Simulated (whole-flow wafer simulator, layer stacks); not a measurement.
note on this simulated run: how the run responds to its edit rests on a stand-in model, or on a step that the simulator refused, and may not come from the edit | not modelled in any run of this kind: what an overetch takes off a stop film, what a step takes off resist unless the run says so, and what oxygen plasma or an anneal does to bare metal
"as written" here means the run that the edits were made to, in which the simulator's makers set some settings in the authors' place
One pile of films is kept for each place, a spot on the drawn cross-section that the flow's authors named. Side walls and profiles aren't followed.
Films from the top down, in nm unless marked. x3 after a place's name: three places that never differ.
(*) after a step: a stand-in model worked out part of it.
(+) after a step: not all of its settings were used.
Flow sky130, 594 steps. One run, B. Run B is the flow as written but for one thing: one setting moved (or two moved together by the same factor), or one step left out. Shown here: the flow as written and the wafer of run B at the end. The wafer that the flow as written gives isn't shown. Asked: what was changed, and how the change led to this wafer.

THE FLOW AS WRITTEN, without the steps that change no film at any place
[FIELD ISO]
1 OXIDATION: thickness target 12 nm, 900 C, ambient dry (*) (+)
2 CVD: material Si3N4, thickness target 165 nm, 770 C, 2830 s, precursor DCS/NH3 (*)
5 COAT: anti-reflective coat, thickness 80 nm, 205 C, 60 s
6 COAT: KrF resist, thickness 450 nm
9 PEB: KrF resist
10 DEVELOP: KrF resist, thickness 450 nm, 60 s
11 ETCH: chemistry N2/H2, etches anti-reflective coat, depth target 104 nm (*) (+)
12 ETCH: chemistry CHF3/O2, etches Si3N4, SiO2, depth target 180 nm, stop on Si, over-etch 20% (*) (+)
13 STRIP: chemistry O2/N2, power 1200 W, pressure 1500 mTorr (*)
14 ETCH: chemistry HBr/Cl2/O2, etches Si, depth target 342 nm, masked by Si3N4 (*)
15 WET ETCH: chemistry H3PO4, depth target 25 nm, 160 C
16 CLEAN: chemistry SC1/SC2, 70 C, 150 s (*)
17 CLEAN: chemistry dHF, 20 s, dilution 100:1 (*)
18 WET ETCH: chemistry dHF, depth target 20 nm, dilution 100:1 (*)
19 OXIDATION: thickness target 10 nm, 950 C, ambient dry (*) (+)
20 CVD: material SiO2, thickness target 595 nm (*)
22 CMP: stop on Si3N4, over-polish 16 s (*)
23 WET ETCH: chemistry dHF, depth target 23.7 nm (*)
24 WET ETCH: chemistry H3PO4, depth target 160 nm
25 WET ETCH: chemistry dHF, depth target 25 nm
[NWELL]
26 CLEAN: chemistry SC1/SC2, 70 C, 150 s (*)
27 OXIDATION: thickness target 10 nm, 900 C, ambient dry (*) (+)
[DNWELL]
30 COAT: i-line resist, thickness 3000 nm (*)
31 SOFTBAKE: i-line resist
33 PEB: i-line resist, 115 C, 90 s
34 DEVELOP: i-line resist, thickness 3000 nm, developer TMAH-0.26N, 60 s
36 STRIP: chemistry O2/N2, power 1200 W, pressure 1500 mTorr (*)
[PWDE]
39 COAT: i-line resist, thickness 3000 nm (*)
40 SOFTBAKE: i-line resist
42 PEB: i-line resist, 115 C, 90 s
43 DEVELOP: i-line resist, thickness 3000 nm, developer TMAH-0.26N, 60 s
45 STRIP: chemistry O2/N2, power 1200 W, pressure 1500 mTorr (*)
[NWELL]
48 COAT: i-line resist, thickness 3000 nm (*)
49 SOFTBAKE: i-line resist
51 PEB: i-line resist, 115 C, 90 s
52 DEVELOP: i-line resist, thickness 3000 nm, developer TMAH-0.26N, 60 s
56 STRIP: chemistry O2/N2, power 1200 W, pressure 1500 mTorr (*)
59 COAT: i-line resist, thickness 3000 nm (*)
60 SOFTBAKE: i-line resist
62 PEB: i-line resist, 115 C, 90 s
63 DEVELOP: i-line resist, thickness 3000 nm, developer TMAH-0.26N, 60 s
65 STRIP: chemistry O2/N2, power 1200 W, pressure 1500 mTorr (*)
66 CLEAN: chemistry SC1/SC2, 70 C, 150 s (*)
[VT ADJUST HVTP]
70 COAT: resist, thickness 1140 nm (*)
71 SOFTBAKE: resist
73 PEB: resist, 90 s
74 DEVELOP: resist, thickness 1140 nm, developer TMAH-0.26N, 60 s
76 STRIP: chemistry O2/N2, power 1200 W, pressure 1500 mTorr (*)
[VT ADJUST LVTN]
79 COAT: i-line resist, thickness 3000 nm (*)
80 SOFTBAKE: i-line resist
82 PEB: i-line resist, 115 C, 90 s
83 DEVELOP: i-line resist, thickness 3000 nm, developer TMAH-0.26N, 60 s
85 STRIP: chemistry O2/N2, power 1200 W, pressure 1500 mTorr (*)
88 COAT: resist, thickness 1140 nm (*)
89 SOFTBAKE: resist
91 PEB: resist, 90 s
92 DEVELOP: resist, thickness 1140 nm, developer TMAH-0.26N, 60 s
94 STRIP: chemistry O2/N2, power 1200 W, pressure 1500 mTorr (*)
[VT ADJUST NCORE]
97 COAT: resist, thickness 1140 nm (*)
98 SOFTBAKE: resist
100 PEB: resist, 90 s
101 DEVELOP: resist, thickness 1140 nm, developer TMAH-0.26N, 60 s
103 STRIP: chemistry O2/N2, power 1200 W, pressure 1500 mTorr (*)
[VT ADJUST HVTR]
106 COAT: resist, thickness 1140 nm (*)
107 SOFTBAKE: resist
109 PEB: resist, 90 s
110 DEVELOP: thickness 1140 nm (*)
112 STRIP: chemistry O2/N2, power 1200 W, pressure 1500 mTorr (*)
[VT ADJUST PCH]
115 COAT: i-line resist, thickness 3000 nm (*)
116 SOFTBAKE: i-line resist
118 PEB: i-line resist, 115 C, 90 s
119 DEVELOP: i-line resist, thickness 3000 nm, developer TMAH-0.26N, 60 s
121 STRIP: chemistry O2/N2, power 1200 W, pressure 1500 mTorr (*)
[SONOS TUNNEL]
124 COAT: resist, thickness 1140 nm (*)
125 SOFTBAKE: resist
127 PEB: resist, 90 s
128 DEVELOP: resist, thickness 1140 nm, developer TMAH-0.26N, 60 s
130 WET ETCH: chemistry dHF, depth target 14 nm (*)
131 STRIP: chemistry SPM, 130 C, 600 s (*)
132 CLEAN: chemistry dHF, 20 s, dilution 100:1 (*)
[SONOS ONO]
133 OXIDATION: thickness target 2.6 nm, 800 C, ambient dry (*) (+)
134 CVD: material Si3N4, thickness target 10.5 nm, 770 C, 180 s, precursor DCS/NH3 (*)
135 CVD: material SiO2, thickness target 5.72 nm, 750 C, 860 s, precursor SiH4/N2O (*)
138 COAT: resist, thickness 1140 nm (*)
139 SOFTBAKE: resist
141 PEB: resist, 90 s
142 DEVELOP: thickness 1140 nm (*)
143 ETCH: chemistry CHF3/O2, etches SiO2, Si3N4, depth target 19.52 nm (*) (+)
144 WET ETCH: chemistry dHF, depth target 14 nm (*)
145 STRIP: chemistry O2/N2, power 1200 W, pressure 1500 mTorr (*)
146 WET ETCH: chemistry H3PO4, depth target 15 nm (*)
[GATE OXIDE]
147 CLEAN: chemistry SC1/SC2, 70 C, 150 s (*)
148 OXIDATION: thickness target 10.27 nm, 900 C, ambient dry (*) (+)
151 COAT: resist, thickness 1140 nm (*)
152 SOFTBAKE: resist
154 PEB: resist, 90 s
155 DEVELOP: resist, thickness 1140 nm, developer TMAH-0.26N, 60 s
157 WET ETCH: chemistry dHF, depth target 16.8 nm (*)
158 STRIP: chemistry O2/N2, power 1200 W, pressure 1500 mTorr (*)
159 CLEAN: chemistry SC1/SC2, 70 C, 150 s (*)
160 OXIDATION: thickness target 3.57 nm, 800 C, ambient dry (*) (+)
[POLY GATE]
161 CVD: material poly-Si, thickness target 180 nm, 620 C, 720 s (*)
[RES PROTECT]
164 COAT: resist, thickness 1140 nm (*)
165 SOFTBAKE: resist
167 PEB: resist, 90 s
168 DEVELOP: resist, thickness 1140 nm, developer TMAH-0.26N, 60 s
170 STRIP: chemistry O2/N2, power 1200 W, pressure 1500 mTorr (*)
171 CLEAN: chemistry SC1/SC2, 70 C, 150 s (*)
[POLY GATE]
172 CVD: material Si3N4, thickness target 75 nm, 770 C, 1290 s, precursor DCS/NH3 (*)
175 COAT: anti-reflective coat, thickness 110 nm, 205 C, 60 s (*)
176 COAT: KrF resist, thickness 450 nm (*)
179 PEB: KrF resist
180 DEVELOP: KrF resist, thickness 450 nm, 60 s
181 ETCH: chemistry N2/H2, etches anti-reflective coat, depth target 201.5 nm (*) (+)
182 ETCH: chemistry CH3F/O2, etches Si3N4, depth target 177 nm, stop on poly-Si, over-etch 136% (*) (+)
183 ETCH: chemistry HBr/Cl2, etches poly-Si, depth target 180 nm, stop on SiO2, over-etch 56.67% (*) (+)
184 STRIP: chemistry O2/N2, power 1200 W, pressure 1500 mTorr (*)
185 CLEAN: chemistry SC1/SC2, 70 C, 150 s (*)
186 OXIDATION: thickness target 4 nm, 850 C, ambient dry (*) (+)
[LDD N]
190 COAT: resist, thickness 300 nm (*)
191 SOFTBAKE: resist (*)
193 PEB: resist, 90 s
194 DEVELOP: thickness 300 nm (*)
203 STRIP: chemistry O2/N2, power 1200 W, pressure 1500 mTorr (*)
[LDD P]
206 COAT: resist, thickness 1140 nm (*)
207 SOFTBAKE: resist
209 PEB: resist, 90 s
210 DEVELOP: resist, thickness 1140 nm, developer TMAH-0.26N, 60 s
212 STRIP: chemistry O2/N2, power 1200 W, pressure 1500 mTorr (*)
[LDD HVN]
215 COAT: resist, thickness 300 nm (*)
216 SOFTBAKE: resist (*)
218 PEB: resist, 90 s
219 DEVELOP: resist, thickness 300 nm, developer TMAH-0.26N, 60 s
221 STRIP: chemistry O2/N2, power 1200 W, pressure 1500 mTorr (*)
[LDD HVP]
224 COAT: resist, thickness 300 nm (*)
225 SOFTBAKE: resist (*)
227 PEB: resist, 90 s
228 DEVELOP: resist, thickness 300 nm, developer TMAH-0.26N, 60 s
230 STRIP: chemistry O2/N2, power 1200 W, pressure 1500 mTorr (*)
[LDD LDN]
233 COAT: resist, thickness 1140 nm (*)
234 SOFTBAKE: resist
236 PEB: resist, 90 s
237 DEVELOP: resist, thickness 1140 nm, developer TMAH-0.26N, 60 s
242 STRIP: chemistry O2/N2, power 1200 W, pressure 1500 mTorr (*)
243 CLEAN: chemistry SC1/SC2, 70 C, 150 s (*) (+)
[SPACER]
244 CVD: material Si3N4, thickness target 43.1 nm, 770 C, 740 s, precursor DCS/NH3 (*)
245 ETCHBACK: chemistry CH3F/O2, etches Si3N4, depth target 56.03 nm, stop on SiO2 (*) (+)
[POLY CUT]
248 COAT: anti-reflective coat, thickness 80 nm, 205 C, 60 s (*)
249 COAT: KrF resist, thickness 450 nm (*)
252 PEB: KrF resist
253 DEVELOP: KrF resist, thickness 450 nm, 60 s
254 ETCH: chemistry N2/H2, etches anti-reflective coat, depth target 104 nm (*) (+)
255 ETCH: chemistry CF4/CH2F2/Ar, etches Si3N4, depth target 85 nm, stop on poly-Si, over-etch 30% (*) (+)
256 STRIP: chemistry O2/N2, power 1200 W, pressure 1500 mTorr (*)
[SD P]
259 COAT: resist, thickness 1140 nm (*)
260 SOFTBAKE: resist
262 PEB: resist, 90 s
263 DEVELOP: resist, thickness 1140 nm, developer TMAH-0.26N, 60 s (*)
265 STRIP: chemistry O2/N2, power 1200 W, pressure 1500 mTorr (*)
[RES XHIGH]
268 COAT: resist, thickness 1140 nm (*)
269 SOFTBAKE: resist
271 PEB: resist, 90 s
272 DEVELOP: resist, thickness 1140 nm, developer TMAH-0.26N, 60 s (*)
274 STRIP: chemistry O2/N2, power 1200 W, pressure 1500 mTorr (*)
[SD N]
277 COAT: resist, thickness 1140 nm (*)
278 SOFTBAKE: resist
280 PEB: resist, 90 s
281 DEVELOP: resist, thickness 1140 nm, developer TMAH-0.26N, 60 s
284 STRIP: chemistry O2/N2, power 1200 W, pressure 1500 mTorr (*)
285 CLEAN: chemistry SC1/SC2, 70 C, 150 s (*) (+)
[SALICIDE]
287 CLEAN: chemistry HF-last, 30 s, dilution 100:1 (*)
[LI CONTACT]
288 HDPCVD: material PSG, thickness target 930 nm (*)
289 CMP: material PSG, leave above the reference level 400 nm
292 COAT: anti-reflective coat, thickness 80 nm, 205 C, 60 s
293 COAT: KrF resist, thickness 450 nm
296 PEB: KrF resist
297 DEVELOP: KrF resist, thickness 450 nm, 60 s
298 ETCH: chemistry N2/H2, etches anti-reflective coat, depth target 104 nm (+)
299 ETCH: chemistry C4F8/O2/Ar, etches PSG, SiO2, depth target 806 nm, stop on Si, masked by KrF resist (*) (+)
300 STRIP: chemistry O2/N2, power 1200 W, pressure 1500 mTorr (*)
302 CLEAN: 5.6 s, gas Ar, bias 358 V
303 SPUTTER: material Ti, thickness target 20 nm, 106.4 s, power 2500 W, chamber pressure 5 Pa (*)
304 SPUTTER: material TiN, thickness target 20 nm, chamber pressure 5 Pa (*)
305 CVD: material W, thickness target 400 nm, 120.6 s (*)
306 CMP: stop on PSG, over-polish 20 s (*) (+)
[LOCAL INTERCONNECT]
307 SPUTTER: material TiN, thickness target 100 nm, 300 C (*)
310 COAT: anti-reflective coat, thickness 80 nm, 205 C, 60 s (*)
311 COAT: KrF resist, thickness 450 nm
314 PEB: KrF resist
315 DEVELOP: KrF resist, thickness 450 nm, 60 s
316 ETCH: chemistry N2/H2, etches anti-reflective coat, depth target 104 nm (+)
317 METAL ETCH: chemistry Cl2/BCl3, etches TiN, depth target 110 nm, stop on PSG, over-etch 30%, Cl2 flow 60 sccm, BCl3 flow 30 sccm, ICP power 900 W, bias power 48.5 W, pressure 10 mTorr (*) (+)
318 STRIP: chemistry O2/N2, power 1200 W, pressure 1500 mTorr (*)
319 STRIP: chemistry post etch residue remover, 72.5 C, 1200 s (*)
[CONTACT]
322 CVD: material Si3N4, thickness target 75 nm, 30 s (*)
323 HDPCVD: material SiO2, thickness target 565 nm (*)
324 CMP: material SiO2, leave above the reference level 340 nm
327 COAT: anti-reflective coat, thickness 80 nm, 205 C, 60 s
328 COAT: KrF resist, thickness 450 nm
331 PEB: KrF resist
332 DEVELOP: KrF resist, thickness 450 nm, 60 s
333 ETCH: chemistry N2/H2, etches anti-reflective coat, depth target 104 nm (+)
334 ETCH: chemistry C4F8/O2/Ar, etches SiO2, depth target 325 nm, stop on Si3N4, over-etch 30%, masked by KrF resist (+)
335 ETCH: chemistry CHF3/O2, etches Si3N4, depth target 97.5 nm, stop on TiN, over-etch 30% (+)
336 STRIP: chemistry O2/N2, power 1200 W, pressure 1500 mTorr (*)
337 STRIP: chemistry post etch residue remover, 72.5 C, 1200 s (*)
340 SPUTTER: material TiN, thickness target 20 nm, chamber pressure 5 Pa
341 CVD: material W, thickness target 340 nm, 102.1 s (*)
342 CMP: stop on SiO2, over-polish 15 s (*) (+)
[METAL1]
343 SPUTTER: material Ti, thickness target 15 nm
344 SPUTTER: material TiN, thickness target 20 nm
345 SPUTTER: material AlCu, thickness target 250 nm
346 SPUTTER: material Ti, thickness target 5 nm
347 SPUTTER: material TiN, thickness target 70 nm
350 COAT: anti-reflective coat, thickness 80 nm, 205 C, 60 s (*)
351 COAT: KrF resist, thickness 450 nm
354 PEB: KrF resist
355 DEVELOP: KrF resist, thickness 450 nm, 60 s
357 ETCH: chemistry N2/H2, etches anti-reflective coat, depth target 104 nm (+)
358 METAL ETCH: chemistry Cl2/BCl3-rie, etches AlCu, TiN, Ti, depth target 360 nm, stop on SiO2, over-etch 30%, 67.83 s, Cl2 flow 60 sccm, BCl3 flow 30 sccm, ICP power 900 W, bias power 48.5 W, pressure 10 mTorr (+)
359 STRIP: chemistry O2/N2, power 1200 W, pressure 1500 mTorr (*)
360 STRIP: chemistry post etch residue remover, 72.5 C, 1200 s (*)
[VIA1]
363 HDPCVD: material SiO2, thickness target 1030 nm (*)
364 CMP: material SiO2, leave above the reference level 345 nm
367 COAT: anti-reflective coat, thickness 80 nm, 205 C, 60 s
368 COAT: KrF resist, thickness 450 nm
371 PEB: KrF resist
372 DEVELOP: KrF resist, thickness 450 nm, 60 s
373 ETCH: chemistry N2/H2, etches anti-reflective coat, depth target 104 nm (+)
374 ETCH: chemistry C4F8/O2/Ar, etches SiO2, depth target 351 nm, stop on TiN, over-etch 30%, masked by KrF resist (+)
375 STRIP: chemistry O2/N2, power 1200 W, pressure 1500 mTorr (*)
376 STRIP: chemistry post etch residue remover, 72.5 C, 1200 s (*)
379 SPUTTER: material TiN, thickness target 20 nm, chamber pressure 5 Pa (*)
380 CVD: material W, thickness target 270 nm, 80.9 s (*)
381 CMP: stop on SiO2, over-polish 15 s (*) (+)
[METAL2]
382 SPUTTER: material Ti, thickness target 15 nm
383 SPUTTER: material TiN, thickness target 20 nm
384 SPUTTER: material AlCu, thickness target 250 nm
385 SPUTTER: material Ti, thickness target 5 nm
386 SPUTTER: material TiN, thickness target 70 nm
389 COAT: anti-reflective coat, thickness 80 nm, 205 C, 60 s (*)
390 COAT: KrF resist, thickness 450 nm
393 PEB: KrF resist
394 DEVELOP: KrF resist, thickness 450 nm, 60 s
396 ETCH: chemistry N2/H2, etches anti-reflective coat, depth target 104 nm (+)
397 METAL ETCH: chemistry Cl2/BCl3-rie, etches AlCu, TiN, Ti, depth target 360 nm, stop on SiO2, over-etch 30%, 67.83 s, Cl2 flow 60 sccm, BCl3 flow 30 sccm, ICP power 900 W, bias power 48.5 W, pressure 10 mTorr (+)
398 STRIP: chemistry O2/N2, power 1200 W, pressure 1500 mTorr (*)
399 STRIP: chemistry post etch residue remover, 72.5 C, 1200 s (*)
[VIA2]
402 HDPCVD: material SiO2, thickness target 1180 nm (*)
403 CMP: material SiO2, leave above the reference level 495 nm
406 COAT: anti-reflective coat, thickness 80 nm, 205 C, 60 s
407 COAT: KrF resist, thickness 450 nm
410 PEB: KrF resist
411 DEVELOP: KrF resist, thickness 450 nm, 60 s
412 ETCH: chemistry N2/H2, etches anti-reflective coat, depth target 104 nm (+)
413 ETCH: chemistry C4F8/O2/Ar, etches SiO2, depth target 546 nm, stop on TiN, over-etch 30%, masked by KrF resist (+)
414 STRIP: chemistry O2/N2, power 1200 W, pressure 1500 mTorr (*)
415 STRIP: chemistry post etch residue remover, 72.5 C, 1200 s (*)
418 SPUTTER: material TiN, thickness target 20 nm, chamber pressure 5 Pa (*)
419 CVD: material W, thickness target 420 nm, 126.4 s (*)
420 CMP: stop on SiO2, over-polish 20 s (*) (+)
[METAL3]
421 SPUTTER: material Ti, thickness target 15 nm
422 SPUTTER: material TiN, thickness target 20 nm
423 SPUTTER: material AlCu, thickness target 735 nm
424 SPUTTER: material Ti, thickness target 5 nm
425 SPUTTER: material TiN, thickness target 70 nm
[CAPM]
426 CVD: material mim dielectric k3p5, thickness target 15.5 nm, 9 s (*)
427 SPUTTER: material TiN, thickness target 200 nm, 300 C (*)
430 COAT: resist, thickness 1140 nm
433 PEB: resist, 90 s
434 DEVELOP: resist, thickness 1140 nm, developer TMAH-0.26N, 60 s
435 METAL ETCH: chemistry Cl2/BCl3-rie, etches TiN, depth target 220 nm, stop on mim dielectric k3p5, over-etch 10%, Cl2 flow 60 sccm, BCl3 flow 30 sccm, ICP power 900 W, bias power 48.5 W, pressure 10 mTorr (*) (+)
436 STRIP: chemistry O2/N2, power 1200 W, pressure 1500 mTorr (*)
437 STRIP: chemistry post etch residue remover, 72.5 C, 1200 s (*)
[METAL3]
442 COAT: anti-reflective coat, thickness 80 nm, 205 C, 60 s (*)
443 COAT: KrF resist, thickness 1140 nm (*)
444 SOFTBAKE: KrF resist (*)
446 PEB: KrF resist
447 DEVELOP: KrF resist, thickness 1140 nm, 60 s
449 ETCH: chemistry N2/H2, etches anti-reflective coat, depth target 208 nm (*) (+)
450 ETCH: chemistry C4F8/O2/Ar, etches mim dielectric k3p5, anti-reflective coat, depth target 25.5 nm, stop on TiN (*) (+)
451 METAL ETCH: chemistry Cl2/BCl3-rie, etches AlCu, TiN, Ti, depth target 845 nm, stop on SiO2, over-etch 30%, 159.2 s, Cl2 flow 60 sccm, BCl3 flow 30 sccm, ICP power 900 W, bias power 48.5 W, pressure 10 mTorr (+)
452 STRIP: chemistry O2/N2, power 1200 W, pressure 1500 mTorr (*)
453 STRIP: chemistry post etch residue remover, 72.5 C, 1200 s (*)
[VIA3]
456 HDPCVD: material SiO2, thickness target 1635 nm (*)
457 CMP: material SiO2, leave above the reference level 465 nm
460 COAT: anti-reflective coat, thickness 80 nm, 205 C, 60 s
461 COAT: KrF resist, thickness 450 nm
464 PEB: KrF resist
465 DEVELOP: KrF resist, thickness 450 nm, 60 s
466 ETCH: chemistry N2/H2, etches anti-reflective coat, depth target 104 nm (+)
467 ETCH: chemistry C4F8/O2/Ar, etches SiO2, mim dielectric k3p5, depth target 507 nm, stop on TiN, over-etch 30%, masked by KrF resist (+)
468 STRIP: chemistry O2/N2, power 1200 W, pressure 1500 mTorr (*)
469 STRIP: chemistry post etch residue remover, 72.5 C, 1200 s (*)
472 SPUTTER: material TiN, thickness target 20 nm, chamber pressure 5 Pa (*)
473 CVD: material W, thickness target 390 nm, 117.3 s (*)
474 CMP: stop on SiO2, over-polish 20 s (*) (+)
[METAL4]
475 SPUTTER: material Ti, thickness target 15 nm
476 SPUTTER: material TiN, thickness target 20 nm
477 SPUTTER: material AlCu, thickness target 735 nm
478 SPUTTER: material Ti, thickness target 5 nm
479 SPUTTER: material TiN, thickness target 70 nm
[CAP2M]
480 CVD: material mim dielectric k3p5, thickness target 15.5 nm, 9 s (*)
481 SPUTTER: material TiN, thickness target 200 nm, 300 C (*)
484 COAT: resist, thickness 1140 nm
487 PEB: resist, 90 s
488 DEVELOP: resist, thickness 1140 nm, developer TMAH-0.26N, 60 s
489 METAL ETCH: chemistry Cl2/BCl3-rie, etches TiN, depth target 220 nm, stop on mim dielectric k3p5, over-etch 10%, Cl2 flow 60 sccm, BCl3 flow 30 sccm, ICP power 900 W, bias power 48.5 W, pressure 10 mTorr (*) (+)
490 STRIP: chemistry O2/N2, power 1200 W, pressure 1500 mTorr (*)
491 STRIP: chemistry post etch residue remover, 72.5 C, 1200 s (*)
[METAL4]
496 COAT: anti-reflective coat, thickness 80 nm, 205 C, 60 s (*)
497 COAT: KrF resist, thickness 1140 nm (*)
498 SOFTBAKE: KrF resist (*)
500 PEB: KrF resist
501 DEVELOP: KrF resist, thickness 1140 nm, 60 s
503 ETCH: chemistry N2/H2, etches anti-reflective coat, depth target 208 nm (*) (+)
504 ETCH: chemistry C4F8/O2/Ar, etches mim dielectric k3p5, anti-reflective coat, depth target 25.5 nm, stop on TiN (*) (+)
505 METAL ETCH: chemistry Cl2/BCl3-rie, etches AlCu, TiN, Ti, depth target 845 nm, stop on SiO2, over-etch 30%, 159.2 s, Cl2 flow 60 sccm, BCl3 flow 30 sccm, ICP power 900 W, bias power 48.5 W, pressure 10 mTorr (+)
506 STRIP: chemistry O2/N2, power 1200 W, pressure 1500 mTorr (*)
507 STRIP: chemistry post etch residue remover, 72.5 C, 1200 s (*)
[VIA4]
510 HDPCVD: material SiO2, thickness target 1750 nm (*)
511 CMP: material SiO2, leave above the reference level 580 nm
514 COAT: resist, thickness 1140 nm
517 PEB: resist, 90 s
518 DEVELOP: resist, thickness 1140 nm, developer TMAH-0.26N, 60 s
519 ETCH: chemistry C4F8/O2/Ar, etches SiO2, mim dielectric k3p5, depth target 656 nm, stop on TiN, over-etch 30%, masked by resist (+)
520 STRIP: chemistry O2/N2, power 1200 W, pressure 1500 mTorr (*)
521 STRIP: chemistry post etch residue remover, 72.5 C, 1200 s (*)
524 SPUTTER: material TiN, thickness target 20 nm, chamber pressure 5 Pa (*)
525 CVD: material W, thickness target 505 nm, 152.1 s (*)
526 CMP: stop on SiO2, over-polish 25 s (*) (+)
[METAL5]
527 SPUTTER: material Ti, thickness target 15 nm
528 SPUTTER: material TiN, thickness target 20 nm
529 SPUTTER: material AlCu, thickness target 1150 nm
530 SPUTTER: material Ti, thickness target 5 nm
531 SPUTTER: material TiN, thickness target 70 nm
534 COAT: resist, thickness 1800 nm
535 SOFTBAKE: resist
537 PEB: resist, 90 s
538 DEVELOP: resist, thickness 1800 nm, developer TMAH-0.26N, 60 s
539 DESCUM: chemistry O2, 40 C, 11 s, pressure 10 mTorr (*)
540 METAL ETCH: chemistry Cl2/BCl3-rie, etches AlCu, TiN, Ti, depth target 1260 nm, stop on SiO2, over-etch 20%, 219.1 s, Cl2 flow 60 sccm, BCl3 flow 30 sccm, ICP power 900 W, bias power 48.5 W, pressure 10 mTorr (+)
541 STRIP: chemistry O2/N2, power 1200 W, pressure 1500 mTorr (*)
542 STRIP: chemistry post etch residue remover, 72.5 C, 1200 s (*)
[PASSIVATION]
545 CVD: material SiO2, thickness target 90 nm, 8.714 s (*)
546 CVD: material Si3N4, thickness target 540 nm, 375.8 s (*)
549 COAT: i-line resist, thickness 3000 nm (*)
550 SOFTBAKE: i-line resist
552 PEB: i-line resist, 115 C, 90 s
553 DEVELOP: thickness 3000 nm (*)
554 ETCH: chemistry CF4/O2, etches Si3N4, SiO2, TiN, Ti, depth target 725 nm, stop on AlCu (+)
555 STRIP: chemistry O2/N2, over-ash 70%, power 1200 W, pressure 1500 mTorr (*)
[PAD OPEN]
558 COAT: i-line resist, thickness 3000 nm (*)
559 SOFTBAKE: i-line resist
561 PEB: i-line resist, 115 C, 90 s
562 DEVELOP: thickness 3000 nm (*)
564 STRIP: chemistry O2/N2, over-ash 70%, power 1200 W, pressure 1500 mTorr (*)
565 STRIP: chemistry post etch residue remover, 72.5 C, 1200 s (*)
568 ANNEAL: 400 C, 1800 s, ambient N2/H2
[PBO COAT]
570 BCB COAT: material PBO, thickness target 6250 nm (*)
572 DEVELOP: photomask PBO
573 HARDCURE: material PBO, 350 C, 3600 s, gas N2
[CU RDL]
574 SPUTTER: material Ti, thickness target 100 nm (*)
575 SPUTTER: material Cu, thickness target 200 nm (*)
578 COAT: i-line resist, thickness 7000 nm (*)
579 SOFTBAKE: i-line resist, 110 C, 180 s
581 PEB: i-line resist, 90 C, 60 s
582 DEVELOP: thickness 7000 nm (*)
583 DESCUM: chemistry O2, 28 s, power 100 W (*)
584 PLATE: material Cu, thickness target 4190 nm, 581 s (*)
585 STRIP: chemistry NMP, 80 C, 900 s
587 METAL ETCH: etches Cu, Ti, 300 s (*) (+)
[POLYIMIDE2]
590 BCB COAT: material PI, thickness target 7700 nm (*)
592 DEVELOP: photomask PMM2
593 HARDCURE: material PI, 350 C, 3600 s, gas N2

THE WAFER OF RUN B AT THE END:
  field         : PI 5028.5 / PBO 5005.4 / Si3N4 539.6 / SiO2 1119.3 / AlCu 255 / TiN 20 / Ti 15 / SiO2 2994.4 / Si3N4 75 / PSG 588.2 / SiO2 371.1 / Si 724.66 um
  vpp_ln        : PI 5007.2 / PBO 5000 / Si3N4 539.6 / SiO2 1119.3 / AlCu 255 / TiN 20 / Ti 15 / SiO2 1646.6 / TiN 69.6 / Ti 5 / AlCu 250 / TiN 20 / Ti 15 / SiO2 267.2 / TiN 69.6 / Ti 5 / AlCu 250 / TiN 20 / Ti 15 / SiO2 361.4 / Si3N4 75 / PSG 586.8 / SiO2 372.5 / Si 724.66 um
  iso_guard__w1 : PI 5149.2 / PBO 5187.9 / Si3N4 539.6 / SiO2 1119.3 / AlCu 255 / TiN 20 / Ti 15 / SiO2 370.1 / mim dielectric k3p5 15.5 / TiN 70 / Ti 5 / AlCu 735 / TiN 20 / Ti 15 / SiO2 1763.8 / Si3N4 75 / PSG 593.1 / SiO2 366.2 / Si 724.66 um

The cause: step 505, METAL ETCH: depth target 422.5 nm was run, where the flow has depth target 845 nm.

How the change led to this, step by step:
  505 METAL ETCH: chemistry Cl2/BCl3-rie, etches AlCu, TiN, Ti, depth target 845 nm, stop on SiO2, over-etch 30%, 159.2 s, Cl2 flow 60 sccm, BCl3 flow 30 sccm, ICP power 900 W, bias power 48.5 W, pressure 10 mTorr (+)
      field, active, gate and 70 more: TiN -70 (all of it), Ti -5 (all of it), AlCu -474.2 (as written it would be: TiN -70 (all of it), Ti -5 (all of it), AlCu -735 (all of it), TiN -20 (all of it), Ti -15 (all of it), SiO2 -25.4)
      vpp_iso1, mim_edge_plate, m1_ln and 12 more: TiN -70 (all of it), Ti -5 (all of it), AlCu -474.2 (as written it would be: TiN -70 (all of it), Ti -5 (all of it), AlCu -735 (all of it), TiN -20 (all of it), Ti -15 (all of it), SiO2 -25.3)
      (and at 105 more places)
  506 STRIP: chemistry O2/N2, power 1200 W, pressure 1500 mTorr (*)
      gate_hv, mim, dice_street and 72 more: KrF resist -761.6 (all of it), anti-reflective coat -80 (all of it) (as written it would be: KrF resist -486.9 (all of it), anti-reflective coat -80 (all of it))
      n_well, p_well, sd_n and 6 more: KrF resist -761.5 (all of it), anti-reflective coat -80 (all of it) (as written it would be: KrF resist -486.9 (all of it), anti-reflective coat -80 (all of it))
      (and at 21 more places)
  507 STRIP: chemistry post etch residue remover, 72.5 C, 1200 s (*)
      field, active, gate and 85 more: AlCu -5.72 (as written it would be: nothing)
  510 HDPCVD: material SiO2, thickness target 1750 nm (*)
      field, active, gate and 85 more: SiO2 +1750 (new film) (as written it would be: SiO2 +1750)
  511 CMP: material SiO2, leave above the reference level 580 nm
      field, active, gate and 76 more: SiO2 -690 (as written it would be: SiO2 -374.7)
      iso_guard__w1, mim_edge_gap, vpp_l1ln and 6 more: SiO2 -690 (as written it would be: SiO2 -374.6)
Counting metal films that touch as one body, field has 1 body; the flow as written gives 0 bodies.
Counting metal films that touch as one body, vpp_ln has 3 bodies (between them, from the top down: SiO2 1646.6; SiO2 267.2); the flow as written gives 2 bodies (between them, from the top down: SiO2 267.2).
Counting metal films that touch as one body, iso_guard__w1 has 2 bodies (between them, from the top down: SiO2 370.1 / mim dielectric k3p5 15.5); the flow as written gives 1 body.
